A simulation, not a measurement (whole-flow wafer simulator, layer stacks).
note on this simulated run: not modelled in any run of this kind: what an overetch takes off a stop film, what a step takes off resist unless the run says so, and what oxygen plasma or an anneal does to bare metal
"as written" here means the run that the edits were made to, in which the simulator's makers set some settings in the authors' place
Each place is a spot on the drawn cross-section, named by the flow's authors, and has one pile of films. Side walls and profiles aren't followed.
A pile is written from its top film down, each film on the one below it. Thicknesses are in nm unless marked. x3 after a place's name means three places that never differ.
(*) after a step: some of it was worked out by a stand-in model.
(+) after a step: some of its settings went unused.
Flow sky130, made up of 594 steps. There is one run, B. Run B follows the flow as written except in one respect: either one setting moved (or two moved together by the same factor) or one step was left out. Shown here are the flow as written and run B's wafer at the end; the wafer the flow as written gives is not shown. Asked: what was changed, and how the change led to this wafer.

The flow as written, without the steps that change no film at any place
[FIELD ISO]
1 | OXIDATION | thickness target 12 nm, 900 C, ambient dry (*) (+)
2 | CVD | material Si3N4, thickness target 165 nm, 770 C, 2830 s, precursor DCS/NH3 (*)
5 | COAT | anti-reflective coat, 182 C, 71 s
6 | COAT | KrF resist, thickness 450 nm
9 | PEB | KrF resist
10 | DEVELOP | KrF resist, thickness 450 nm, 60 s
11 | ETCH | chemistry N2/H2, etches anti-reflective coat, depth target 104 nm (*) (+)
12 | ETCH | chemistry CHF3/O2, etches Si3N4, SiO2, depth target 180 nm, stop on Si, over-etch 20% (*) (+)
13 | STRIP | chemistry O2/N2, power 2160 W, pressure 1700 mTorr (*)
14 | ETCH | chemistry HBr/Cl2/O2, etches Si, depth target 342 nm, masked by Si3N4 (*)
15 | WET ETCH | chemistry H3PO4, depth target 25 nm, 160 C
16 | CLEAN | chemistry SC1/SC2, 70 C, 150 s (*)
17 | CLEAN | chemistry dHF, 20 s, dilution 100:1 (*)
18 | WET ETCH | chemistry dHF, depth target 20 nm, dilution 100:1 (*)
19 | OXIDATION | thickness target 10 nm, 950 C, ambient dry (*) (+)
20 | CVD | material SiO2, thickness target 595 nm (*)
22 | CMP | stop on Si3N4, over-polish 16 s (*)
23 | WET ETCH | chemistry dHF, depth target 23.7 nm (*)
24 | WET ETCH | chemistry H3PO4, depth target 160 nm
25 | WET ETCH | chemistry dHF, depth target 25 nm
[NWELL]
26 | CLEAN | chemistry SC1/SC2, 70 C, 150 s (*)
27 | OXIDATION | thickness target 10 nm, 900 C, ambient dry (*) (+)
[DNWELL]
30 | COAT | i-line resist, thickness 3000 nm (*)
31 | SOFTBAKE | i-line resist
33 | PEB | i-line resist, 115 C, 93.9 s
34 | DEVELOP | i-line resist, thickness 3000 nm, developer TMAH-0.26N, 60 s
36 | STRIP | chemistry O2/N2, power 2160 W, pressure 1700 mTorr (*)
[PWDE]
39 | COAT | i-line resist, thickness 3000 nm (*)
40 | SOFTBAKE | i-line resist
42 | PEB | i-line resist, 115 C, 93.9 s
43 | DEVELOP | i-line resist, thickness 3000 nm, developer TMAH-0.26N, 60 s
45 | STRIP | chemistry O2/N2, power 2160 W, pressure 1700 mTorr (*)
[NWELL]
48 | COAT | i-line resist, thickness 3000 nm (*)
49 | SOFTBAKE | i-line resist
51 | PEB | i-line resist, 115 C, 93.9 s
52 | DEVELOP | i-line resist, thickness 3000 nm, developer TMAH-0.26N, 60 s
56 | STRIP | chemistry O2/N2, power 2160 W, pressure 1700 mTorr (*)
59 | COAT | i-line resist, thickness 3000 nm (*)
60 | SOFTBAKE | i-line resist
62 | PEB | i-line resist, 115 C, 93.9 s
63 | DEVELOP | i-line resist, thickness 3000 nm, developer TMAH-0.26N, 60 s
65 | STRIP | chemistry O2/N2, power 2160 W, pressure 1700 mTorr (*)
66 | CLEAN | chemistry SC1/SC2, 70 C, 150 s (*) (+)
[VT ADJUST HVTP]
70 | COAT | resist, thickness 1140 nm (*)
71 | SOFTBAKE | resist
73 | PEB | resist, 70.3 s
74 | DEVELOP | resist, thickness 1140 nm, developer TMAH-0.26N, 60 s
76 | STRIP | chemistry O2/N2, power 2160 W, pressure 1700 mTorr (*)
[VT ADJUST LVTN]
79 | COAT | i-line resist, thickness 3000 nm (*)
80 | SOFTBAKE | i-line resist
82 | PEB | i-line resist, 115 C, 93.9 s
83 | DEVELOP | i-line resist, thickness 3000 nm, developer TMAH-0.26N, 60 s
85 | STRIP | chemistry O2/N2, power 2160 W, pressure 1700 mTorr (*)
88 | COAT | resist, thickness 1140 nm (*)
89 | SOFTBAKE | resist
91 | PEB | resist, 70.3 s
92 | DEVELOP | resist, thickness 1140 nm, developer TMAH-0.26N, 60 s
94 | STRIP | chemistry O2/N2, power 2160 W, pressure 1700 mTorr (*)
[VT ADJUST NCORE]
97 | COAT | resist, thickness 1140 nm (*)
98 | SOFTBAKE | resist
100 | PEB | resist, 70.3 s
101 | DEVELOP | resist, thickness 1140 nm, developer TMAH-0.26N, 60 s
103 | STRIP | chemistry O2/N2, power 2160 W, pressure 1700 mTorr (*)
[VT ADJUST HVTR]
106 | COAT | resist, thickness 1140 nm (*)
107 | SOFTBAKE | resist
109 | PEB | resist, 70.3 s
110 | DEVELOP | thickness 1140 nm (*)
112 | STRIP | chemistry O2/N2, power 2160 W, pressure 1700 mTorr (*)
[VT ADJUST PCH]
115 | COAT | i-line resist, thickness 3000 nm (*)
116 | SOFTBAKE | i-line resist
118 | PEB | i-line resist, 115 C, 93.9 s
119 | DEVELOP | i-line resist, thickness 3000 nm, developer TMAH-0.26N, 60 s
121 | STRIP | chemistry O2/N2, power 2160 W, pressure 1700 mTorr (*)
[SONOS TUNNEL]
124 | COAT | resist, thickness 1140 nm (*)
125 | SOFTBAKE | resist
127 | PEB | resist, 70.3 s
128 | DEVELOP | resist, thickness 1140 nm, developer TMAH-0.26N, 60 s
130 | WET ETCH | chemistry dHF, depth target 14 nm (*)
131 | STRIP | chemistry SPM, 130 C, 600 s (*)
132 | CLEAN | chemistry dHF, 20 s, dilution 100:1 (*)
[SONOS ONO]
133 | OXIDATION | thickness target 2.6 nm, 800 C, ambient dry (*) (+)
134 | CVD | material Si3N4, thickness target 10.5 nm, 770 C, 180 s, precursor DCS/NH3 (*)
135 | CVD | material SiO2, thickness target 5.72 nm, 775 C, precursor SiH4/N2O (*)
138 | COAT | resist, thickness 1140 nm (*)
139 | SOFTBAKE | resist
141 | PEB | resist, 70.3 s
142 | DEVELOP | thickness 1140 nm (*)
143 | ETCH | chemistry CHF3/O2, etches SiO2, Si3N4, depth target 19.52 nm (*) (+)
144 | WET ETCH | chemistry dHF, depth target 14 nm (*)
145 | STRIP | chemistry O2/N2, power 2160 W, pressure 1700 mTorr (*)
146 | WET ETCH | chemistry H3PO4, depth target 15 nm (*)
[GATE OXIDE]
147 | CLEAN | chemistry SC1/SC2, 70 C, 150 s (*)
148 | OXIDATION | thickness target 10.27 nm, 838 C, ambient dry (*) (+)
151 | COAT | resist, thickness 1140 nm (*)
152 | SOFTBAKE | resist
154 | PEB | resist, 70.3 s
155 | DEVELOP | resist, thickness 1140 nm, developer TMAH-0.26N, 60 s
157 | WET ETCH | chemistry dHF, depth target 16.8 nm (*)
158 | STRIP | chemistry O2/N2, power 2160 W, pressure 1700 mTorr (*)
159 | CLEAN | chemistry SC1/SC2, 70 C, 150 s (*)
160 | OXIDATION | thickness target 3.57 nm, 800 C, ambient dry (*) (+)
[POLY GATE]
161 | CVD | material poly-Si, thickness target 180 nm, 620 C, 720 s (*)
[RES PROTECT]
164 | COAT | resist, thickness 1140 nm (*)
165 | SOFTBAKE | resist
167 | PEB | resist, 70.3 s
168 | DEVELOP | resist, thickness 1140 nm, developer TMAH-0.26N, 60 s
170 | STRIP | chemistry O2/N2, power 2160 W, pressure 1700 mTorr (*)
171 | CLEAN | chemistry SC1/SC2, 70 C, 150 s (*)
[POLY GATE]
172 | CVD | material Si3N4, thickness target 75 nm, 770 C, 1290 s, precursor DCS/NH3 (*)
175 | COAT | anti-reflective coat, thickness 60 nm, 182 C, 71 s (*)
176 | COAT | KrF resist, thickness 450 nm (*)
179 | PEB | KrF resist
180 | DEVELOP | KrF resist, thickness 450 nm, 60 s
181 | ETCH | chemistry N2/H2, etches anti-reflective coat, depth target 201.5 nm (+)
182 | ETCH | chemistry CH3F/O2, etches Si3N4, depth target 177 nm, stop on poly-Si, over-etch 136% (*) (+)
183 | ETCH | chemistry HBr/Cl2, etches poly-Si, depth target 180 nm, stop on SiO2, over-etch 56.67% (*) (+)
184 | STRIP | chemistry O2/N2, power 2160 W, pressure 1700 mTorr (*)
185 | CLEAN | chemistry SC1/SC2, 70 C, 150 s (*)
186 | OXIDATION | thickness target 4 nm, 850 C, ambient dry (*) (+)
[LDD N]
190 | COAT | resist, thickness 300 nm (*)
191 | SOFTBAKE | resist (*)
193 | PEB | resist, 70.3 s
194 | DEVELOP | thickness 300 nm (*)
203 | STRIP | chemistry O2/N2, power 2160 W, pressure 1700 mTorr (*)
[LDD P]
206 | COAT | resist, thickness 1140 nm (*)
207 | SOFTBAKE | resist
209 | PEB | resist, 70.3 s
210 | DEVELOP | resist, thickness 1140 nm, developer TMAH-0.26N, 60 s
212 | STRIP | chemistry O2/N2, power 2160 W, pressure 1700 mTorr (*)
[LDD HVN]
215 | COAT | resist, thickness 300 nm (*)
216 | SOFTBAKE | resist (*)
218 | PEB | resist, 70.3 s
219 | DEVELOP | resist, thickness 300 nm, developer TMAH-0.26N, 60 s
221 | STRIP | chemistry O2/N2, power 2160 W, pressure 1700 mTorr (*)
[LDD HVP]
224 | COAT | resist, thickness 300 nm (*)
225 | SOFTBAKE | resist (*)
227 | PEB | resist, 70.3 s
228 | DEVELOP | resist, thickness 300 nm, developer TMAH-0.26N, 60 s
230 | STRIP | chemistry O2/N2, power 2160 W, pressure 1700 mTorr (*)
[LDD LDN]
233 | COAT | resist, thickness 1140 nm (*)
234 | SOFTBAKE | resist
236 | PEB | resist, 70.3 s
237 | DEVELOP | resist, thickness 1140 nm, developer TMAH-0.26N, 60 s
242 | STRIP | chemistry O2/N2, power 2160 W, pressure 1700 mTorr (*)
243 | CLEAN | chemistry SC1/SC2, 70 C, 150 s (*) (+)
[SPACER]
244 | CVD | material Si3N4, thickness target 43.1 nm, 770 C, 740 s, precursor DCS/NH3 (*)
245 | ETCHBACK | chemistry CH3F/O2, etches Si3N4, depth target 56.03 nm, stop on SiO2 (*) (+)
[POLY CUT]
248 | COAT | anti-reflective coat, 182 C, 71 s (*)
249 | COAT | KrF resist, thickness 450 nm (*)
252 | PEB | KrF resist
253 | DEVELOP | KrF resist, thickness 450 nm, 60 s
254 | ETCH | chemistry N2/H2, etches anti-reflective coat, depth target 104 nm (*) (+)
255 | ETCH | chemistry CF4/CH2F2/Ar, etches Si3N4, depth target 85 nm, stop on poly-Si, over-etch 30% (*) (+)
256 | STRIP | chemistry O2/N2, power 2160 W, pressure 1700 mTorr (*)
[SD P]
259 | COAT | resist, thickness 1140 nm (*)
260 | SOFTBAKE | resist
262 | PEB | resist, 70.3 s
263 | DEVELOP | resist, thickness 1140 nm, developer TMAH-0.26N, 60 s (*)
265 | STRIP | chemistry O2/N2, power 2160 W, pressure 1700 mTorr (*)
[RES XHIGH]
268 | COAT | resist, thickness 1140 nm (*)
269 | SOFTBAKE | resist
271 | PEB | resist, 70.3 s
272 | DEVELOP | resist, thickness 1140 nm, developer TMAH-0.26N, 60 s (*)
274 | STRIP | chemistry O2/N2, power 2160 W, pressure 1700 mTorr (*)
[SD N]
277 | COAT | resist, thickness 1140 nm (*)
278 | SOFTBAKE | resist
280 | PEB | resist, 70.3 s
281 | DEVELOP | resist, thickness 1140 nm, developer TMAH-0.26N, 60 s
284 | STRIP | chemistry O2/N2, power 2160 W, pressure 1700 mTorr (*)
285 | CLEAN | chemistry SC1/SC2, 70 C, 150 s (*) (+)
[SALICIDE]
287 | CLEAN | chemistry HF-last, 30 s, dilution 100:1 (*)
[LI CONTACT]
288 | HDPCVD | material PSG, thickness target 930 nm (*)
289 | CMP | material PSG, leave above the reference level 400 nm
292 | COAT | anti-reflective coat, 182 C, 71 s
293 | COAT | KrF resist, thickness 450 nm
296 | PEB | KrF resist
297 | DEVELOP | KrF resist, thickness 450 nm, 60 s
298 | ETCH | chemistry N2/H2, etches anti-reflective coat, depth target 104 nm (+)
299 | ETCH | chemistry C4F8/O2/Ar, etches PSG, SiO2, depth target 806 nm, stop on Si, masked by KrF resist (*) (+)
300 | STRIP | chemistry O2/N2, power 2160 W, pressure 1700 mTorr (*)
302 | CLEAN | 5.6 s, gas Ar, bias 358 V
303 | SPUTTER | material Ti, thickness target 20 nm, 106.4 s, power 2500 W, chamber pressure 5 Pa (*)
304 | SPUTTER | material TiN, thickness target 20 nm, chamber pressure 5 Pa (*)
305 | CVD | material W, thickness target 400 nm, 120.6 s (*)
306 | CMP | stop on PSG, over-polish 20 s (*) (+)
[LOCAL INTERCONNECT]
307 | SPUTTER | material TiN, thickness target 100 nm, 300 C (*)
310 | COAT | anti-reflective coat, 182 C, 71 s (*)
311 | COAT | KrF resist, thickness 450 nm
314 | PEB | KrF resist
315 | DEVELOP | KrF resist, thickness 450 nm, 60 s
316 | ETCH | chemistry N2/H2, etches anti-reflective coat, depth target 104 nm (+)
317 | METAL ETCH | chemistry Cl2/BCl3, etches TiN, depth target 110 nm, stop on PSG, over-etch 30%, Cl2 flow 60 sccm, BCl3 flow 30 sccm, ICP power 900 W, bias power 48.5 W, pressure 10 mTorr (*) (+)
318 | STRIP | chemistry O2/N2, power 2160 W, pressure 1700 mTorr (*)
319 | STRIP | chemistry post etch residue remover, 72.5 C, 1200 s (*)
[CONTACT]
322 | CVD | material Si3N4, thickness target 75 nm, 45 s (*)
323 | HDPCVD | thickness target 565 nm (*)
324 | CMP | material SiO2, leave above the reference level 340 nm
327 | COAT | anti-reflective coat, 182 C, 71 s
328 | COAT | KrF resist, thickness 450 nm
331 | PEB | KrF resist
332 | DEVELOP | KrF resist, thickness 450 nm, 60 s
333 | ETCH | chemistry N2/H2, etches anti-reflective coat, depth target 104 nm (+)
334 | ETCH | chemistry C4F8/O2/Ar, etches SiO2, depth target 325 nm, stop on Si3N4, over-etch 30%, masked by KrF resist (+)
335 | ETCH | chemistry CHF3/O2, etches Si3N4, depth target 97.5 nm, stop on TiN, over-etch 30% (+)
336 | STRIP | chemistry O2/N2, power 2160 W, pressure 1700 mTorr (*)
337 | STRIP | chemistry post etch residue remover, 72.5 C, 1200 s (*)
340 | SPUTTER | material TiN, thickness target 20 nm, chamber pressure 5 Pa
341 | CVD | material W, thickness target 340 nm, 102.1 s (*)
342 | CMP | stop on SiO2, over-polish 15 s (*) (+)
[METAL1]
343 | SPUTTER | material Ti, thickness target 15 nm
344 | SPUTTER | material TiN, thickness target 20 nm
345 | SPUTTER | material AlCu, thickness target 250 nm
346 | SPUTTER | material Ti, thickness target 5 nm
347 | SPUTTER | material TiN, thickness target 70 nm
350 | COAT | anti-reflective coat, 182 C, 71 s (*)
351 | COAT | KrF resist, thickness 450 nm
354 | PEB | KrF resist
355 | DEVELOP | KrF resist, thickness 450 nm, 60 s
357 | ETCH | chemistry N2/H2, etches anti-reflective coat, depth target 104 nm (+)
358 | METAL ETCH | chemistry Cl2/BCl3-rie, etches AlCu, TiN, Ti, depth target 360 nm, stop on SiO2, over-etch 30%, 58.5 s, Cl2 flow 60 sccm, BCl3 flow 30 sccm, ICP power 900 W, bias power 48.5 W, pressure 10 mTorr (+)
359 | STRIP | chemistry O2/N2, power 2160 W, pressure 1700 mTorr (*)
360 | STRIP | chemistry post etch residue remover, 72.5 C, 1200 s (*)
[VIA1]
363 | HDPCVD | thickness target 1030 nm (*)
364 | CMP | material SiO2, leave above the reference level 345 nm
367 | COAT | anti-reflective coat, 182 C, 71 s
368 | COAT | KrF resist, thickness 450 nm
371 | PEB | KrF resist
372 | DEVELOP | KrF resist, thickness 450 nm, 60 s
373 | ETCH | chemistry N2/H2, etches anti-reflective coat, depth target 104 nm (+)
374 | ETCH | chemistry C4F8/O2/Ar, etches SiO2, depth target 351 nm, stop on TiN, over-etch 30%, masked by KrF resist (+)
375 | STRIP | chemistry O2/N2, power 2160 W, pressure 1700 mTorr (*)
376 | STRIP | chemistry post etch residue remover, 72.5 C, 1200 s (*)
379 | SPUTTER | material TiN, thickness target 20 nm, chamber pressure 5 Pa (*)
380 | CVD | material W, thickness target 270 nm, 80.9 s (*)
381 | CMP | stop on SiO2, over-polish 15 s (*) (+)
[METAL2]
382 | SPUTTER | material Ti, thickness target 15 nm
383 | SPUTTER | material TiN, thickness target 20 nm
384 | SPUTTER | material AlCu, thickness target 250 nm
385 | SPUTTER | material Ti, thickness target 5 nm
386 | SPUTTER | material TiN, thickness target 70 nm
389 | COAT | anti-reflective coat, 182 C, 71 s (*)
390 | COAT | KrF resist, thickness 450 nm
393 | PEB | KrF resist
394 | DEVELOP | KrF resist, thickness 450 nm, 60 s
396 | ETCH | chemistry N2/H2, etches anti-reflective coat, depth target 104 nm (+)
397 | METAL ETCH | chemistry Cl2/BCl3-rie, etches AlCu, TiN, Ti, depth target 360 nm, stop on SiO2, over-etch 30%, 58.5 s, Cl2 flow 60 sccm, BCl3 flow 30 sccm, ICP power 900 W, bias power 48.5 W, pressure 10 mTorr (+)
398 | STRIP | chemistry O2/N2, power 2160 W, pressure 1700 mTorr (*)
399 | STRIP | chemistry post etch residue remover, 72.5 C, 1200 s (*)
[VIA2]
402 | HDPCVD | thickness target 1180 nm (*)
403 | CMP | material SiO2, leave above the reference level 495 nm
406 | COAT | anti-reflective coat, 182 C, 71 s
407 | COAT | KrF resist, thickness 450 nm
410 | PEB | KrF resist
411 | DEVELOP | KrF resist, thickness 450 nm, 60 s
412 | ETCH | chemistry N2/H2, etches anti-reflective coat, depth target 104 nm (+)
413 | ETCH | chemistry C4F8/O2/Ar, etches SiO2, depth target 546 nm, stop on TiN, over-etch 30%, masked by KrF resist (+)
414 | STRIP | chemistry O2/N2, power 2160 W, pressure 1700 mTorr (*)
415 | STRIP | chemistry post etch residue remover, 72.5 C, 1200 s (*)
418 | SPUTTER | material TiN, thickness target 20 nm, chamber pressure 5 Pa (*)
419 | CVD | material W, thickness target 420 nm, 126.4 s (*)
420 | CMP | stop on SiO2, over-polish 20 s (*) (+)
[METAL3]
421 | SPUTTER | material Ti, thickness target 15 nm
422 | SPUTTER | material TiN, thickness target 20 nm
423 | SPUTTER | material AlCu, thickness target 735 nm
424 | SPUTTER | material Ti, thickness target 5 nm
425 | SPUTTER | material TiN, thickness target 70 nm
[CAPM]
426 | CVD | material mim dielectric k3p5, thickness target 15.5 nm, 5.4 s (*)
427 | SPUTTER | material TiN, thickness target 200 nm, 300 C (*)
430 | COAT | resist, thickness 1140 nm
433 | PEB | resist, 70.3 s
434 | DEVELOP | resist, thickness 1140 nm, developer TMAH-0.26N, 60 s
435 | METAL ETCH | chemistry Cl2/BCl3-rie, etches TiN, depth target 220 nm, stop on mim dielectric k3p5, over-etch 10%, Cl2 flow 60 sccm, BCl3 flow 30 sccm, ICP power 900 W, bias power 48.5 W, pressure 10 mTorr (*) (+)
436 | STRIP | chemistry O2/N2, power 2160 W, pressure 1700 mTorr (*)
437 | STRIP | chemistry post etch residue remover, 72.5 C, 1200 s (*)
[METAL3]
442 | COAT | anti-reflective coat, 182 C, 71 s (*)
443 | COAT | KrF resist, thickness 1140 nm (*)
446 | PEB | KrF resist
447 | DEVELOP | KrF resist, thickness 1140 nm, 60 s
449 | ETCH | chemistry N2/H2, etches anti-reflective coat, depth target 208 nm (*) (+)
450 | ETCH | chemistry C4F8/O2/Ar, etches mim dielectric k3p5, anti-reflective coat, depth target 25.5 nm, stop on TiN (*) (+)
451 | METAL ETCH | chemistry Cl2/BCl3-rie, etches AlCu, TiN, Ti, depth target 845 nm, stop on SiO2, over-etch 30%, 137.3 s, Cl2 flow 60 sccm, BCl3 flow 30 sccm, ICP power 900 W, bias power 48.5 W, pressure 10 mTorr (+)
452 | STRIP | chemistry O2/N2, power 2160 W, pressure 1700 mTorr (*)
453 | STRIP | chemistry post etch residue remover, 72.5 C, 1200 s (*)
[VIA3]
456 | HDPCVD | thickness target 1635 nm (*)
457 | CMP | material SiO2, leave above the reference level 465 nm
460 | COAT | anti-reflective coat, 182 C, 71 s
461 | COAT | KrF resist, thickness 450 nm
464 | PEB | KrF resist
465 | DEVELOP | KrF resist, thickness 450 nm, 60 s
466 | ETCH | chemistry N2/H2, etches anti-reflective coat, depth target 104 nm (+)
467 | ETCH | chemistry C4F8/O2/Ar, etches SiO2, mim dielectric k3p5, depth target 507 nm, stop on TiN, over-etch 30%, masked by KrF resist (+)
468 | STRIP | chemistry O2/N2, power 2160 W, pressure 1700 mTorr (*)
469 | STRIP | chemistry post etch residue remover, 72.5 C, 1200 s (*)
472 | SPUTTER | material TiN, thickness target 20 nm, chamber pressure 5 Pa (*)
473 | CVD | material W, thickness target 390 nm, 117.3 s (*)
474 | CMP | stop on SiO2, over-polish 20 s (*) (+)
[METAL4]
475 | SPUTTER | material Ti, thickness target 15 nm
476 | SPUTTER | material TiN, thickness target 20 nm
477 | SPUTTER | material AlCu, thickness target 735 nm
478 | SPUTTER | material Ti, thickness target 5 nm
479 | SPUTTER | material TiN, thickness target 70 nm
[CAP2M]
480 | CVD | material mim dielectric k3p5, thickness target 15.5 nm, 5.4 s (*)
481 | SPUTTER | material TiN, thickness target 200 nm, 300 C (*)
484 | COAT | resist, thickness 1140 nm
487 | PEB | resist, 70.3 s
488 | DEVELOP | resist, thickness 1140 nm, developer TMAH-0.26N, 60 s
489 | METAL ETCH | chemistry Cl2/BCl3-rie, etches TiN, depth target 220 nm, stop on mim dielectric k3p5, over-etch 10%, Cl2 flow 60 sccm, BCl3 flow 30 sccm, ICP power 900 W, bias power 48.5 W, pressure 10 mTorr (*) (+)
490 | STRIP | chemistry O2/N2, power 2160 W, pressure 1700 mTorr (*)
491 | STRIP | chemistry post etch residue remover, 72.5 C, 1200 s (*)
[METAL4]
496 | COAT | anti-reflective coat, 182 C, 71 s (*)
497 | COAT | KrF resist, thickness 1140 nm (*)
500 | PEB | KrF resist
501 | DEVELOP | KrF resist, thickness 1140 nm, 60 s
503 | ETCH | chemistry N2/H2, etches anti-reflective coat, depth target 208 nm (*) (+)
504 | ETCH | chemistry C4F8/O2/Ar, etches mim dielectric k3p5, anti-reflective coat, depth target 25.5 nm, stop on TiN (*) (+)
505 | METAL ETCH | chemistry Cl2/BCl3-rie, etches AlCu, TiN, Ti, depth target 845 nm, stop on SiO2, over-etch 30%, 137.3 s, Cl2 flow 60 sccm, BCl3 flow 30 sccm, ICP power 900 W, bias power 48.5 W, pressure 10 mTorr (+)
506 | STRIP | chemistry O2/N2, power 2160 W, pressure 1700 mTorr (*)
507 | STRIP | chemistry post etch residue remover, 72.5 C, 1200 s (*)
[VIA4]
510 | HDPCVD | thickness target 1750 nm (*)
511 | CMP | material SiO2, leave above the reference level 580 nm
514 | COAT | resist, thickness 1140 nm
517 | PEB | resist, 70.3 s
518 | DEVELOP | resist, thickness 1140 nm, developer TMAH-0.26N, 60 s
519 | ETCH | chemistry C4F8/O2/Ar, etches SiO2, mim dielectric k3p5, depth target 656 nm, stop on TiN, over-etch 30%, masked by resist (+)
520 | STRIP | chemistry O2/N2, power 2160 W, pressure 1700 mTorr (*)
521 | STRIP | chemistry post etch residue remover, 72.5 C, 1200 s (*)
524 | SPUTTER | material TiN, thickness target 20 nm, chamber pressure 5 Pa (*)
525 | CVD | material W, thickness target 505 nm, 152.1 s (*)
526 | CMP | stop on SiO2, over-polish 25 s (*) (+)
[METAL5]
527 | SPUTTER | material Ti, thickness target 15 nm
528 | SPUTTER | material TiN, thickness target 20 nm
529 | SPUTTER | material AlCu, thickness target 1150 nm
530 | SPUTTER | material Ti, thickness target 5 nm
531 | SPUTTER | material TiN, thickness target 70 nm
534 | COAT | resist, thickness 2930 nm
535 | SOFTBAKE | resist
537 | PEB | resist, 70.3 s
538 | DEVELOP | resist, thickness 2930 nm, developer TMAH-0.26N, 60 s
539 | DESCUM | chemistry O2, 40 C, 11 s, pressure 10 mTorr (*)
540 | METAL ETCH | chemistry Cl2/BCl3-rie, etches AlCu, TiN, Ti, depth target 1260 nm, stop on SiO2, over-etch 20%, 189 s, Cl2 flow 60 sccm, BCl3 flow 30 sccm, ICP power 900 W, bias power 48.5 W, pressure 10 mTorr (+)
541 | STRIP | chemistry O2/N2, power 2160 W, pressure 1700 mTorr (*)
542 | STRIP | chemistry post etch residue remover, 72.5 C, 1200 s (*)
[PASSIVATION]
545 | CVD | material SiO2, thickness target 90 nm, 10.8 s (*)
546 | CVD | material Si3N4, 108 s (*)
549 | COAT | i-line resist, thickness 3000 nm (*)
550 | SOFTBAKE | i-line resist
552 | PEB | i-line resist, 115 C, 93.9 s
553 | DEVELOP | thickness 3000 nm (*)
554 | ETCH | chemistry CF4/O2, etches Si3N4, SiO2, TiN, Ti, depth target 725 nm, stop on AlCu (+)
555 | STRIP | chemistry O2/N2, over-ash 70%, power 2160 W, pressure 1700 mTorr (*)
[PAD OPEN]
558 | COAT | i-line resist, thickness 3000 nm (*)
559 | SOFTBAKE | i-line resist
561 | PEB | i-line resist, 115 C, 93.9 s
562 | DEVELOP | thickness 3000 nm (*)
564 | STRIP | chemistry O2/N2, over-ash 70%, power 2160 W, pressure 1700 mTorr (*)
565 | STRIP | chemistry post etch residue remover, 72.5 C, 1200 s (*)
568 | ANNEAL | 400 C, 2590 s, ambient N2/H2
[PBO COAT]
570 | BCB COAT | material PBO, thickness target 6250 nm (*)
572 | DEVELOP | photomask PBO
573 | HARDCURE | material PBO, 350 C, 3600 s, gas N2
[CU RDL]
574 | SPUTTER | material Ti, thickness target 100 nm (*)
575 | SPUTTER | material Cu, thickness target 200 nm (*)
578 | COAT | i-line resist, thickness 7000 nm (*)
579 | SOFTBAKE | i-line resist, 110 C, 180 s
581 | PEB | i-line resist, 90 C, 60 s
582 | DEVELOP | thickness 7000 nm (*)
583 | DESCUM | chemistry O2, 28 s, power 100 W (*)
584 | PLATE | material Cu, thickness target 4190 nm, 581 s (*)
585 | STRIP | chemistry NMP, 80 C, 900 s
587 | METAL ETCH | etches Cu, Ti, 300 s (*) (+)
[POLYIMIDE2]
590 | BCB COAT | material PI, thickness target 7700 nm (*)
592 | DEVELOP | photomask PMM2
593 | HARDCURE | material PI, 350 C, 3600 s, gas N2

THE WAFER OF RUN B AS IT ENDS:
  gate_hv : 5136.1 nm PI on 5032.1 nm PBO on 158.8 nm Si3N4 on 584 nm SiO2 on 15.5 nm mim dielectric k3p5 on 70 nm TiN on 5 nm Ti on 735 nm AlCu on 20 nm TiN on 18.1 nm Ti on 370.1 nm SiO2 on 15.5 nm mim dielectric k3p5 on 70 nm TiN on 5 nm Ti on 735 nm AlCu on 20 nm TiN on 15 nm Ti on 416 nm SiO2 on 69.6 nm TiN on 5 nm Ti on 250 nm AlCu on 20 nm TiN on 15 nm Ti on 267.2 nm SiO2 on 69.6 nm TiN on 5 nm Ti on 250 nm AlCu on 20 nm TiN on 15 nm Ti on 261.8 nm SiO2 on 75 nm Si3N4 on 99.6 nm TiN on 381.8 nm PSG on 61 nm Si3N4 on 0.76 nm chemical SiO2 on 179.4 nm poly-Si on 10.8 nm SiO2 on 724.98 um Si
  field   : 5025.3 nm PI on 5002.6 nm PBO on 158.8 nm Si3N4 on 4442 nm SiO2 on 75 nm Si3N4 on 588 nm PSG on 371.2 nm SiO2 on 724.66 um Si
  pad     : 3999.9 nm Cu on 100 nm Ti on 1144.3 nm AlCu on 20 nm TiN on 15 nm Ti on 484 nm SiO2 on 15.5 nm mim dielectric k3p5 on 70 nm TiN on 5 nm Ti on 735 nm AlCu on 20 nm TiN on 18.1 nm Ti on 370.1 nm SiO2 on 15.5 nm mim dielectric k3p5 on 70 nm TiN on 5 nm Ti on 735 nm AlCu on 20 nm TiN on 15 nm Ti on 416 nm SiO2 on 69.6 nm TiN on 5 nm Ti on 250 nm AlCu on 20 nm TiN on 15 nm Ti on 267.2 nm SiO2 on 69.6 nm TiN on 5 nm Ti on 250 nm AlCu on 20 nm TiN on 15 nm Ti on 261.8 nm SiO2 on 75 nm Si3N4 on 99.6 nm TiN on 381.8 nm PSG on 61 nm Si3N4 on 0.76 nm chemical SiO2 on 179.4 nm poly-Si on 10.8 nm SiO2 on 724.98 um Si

What caused this: step 475, SPUTTER: thickness target 18.1 nm was run, whereas the flow has thickness target 15 nm.
The wafer itself shows it: gate_hv has Ti 18.1, and step 475 as written asks for 15 nm.

Step by step, how the change led to this:
  475 | SPUTTER | material Ti, thickness target 15 nm
      field, active, n_well and 189 more: +18.1 Ti (new film) (in the flow as written it would be: +15 Ti (new film))
  505 | METAL ETCH | chemistry Cl2/BCl3-rie, etches AlCu, TiN, Ti, depth target 845 nm, stop on SiO2, over-etch 30%, 137.3 s, Cl2 flow 60 sccm, BCl3 flow 30 sccm, ICP power 900 W, bias power 48.5 W, pressure 10 mTorr (+)
      field, gate, spacer and 68 more: -70 TiN (all of it), -5 Ti (all of it), -735 AlCu (all of it), -20 TiN (all of it), -18.1 Ti (all of it), -25 SiO2 (in the flow as written it would be: -70 TiN (all of it), -5 Ti (all of it), -735 AlCu (all of it), -20 TiN (all of it), -15 Ti (all of it), -25.4 SiO2)
      active, vpp_iso1, mim_edge_plate and 14 more: -70 TiN (all of it), -5 Ti (all of it), -735 AlCu (all of it), -20 TiN (all of it), -18.1 Ti (all of it), -25 SiO2 (in the flow as written it would be: -70 TiN (all of it), -5 Ti (all of it), -735 AlCu (all of it), -20 TiN (all of it), -15 Ti (all of it), -25.3 SiO2)
